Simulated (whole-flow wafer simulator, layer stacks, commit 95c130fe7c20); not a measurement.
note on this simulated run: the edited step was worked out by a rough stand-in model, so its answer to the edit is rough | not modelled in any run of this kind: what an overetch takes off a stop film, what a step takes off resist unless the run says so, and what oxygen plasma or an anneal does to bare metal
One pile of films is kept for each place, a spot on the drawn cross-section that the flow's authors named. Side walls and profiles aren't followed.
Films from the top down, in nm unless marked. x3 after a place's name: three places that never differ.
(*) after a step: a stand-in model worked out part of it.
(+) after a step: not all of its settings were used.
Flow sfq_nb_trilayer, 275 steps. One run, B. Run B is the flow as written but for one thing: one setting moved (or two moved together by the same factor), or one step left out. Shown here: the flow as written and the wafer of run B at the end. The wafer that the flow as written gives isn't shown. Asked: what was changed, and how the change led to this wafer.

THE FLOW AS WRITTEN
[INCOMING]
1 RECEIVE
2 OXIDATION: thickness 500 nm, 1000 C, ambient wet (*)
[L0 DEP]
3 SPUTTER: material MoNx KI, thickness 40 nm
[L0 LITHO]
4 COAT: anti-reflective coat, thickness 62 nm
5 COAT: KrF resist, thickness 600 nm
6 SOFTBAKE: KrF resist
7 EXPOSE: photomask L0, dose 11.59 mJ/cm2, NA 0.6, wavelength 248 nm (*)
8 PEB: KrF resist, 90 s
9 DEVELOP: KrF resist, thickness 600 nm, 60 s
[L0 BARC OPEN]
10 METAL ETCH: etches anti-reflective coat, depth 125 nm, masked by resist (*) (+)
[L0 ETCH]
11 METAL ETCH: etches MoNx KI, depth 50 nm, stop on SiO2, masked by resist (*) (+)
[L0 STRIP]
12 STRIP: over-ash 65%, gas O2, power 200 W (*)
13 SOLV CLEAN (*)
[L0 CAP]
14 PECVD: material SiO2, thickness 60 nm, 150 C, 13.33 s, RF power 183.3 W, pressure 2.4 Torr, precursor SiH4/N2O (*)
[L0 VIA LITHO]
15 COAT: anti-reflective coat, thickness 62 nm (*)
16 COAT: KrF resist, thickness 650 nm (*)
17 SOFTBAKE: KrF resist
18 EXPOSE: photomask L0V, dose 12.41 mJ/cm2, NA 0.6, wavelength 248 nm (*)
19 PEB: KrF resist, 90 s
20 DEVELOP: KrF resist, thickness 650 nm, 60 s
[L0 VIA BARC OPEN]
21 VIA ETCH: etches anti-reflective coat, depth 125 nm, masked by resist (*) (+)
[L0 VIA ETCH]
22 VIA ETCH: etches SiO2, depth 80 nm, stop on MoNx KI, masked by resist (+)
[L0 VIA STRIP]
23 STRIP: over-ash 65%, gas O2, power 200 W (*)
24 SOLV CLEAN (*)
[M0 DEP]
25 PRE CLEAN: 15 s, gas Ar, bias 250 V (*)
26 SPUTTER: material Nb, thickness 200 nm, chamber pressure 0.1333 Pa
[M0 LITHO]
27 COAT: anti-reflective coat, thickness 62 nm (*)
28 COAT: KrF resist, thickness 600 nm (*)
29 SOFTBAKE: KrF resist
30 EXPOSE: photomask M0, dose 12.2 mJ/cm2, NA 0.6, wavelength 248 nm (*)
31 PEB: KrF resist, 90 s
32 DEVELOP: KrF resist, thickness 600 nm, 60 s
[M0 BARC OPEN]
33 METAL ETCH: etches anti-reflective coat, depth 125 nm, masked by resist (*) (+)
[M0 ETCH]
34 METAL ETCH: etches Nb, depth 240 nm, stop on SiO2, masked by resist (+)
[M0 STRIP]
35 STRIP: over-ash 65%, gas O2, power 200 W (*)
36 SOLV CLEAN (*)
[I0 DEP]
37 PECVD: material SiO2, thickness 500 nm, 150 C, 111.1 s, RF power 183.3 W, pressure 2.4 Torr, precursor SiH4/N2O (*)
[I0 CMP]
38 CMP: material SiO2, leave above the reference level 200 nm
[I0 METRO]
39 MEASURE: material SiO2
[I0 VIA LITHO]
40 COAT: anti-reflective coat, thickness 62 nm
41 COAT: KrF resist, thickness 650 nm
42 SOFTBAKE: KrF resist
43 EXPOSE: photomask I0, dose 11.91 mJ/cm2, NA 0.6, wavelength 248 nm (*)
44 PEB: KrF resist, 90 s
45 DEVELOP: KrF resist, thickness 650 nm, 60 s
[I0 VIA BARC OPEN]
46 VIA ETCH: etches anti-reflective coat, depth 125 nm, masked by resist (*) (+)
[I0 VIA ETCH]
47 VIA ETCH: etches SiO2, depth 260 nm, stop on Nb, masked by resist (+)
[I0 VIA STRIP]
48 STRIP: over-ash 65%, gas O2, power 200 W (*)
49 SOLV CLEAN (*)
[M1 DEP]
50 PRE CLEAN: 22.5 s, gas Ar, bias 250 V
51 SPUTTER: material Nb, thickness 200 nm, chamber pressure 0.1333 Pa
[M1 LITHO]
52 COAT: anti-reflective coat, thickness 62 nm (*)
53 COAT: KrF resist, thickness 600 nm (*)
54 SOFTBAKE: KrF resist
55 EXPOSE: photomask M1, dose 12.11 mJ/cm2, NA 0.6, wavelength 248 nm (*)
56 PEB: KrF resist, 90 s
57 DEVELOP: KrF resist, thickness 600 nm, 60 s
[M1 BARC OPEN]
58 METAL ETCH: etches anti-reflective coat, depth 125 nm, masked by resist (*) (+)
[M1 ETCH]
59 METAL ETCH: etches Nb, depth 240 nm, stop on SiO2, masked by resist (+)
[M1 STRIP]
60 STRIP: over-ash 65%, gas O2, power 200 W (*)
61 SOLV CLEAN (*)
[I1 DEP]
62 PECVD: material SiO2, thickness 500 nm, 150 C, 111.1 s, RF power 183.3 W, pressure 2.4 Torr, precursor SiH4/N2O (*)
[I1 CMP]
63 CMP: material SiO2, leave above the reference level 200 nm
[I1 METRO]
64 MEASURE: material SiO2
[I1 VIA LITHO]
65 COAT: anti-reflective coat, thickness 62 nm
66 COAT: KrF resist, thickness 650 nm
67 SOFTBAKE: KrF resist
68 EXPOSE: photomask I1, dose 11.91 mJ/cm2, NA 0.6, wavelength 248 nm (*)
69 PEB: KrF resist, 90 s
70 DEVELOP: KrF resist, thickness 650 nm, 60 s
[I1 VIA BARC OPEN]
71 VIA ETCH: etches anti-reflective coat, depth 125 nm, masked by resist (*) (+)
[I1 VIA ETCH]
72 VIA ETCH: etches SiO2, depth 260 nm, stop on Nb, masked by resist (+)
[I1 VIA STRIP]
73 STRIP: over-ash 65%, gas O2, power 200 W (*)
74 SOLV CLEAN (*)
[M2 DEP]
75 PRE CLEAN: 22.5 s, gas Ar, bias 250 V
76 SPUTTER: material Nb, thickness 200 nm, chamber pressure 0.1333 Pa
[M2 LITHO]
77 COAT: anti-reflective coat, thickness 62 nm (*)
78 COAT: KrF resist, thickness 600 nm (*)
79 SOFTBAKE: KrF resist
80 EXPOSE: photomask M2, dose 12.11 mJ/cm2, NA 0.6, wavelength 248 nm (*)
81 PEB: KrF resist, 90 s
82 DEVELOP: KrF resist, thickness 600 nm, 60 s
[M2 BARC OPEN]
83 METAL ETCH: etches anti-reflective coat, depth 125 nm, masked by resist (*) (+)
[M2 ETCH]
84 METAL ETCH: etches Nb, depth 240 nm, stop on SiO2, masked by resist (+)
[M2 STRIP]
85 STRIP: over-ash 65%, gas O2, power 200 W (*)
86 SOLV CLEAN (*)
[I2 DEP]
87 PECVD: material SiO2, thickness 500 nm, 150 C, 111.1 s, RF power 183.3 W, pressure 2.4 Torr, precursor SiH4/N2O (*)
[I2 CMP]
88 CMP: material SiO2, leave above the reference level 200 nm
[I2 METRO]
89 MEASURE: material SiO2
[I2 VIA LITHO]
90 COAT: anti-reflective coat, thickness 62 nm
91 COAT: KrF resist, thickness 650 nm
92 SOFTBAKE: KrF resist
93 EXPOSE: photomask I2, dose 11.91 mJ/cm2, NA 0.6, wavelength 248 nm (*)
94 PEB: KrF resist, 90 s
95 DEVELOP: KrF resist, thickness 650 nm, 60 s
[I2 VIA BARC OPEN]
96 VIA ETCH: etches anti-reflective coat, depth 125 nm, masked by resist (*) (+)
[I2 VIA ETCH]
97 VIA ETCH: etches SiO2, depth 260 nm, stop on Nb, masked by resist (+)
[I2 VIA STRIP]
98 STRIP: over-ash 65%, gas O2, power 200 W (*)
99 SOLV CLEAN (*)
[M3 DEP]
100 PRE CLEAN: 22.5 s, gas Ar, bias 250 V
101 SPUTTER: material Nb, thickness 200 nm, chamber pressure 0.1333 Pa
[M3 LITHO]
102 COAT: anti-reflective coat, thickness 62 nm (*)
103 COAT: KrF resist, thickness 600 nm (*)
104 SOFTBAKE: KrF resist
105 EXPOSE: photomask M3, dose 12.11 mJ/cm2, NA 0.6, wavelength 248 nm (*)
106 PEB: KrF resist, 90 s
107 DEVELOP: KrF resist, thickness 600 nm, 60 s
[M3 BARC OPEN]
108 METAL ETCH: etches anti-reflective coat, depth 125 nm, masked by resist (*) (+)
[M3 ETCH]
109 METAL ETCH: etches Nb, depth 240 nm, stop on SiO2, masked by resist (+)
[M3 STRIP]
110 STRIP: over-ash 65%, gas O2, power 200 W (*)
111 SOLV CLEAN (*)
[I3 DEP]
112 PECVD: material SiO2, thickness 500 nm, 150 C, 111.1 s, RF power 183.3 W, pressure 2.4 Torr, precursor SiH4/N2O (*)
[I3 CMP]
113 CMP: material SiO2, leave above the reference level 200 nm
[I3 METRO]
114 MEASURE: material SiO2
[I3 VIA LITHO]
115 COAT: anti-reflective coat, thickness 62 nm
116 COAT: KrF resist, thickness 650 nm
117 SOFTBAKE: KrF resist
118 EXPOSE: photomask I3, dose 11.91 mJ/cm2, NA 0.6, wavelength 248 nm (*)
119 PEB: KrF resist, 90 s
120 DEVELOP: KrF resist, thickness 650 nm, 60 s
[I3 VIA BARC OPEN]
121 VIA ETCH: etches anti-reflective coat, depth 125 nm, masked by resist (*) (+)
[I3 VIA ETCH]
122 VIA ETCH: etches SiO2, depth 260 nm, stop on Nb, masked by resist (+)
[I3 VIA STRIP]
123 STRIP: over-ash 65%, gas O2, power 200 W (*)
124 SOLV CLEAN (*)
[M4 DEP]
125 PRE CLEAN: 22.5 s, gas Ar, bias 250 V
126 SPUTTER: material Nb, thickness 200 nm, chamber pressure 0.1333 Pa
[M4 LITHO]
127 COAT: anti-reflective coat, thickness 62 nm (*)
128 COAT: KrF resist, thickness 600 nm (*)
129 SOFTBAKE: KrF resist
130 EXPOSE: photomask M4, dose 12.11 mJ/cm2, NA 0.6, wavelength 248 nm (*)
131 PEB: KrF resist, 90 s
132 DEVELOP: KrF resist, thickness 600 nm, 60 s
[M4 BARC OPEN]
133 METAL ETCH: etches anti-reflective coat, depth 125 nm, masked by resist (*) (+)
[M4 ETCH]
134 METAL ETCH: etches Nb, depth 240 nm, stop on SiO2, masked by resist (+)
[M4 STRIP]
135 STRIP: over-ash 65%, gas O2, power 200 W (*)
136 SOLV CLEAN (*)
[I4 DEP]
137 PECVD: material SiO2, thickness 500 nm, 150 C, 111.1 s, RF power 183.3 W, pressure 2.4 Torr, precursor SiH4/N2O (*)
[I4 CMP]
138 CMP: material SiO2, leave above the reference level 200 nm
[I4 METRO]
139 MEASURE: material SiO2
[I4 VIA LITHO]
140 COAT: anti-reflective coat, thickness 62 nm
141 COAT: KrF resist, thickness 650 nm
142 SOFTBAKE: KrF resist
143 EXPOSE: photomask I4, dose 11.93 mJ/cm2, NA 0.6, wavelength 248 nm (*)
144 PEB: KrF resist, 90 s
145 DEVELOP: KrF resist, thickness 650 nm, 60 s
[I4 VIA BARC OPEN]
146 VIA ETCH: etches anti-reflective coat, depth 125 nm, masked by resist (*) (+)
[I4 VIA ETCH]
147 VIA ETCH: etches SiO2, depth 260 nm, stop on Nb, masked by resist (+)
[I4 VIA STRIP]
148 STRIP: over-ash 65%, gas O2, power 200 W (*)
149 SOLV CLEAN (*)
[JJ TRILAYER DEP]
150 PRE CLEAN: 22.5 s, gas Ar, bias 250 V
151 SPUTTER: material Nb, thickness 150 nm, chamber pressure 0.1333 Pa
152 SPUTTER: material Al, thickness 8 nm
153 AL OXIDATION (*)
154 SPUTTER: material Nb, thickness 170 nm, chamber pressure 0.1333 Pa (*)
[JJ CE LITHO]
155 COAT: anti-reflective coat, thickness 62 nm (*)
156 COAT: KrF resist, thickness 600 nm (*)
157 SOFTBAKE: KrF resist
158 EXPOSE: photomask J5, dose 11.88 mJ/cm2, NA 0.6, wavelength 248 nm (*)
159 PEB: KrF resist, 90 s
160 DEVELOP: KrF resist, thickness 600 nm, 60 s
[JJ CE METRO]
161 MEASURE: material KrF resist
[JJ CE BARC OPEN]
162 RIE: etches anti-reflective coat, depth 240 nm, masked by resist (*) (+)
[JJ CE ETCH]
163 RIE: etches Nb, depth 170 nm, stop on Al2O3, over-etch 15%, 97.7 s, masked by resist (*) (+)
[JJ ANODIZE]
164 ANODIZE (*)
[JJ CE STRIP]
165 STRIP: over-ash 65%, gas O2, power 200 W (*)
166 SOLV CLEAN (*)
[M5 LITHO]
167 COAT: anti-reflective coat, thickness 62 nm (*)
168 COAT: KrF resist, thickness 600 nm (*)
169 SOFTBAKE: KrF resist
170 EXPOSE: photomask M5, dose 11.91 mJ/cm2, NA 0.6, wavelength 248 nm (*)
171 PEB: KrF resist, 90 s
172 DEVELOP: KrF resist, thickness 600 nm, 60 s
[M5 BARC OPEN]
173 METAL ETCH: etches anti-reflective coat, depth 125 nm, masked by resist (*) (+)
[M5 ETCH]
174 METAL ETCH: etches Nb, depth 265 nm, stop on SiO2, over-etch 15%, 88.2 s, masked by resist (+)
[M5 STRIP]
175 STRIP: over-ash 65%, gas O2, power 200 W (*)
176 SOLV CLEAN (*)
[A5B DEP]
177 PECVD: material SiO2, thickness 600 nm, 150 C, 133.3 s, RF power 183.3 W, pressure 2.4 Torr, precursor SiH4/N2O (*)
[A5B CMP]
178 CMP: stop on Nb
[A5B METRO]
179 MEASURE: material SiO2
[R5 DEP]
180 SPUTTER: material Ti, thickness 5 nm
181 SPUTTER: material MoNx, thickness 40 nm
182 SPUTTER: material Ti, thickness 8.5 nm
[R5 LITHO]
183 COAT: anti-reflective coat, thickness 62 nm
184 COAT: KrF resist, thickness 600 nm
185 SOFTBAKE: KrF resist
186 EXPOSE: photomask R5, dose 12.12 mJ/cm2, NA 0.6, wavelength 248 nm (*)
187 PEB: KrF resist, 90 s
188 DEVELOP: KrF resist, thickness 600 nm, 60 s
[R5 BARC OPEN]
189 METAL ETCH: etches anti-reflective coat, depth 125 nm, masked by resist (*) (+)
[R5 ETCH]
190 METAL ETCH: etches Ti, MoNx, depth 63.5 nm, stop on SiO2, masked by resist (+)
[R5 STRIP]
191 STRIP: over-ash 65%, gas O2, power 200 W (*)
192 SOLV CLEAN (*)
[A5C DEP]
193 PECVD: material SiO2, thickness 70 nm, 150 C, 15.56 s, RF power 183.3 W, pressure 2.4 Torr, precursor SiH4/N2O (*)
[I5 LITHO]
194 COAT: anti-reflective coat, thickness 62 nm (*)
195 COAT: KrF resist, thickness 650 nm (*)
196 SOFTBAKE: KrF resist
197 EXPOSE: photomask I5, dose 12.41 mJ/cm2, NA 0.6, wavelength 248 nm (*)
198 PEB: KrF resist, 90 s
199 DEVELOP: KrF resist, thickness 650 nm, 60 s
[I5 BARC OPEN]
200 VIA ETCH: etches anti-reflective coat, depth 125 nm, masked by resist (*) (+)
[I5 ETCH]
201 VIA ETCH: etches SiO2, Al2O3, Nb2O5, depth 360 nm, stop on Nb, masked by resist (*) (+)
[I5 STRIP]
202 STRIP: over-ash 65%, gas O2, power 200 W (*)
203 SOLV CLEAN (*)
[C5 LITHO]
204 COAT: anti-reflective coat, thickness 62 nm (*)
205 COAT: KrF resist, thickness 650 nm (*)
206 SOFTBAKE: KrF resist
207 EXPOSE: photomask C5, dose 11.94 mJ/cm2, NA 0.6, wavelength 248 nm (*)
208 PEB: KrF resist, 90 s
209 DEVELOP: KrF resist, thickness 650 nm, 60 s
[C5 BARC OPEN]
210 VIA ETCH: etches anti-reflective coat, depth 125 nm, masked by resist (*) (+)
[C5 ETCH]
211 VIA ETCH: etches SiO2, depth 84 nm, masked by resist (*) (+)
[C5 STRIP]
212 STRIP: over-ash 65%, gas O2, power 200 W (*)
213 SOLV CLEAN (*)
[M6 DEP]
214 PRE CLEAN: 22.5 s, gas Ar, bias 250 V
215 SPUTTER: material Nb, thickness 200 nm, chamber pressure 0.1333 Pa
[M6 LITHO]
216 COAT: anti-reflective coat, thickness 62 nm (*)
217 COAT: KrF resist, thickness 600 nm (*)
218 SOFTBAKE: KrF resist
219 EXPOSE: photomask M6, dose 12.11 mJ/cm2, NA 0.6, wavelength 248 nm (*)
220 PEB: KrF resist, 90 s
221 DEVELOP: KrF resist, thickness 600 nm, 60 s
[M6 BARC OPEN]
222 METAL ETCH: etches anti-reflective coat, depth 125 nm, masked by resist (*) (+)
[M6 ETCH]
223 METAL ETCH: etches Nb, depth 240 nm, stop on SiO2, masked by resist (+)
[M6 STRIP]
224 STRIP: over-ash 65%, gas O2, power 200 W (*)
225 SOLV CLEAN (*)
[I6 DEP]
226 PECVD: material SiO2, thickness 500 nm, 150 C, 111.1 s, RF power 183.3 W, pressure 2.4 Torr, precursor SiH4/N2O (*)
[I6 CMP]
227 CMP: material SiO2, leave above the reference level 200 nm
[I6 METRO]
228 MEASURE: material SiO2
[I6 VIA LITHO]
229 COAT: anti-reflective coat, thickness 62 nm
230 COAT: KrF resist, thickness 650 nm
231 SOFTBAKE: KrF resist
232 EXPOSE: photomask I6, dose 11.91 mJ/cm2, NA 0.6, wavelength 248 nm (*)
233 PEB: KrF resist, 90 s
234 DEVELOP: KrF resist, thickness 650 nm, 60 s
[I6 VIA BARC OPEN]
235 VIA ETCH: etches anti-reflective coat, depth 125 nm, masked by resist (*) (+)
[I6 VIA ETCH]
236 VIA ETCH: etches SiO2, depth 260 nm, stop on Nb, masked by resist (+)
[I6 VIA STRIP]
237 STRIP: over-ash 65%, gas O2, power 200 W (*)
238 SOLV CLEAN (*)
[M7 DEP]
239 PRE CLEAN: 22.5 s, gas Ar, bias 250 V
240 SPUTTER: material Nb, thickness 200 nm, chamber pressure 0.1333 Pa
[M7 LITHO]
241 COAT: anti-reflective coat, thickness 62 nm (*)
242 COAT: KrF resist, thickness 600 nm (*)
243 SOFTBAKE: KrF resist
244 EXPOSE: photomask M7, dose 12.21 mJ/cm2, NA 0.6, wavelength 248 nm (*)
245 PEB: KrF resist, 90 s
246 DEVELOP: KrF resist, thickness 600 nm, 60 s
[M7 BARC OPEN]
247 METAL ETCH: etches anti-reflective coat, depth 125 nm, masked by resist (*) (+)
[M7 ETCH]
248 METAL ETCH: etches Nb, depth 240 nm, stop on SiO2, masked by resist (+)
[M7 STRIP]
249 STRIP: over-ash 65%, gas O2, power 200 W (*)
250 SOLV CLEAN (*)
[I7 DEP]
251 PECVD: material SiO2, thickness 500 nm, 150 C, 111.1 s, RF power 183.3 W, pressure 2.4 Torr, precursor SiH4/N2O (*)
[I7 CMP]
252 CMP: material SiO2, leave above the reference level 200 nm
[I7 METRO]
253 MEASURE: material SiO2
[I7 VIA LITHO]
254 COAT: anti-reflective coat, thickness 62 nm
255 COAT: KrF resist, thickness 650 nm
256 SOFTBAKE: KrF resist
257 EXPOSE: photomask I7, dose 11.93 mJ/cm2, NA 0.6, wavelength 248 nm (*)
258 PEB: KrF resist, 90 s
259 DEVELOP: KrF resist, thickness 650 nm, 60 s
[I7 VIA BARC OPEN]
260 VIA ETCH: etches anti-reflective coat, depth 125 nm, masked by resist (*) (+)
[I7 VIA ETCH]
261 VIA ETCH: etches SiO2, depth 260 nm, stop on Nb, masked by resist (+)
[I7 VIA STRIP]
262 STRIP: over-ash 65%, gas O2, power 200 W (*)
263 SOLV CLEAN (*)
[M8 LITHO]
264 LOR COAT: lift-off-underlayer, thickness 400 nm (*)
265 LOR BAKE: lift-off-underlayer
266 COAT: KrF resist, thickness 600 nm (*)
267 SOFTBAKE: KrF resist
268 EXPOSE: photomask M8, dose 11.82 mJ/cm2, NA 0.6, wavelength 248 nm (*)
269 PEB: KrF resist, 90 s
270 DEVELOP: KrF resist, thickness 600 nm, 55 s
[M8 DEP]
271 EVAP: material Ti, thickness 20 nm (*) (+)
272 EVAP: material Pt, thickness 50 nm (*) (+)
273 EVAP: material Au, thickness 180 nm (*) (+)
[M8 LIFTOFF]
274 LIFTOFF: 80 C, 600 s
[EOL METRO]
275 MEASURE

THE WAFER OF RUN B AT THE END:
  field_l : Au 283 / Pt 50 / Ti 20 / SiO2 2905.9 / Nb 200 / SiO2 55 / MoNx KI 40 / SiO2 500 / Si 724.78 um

The cause: step 273, EVAP: thickness 283 nm was run, where the flow has thickness 180 nm.
It can be read off the wafer: field_l has Au 283, and step 273 as written asks for 180 nm.

How the change led to this, step by step:
  273 EVAP: material Au, thickness 180 nm (*) (+)
      field_l, v_sur, via_wl and 103 more: Au +283 (new film) (as written it would be: Au +180 (new film))
  274 LIFTOFF: 80 C, 600 s
      p4_fl, p4_fm, p4_w1 and 71 more: Au -283 (all of it), Pt -50 (all of it), Ti -20 (all of it), KrF resist -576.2 (all of it), lift-off-underlayer -400 (all of it) (as written it would be: Au -180 (all of it), Pt -50 (all of it), Ti -20 (all of it), KrF resist -576.2 (all of it), lift-off-underlayer -400 (all of it))
      c5j, ce_r: Au -283 (all of it), Pt -50 (all of it), Ti -20 (all of it), KrF resist -573.3 (all of it), lift-off-underlayer -399.3 (all of it) (as written it would be: Au -180 (all of it), Pt -50 (all of it), Ti -20 (all of it), KrF resist -573.3 (all of it), lift-off-underlayer -399.3 (all of it))
      (and at 19 more places)
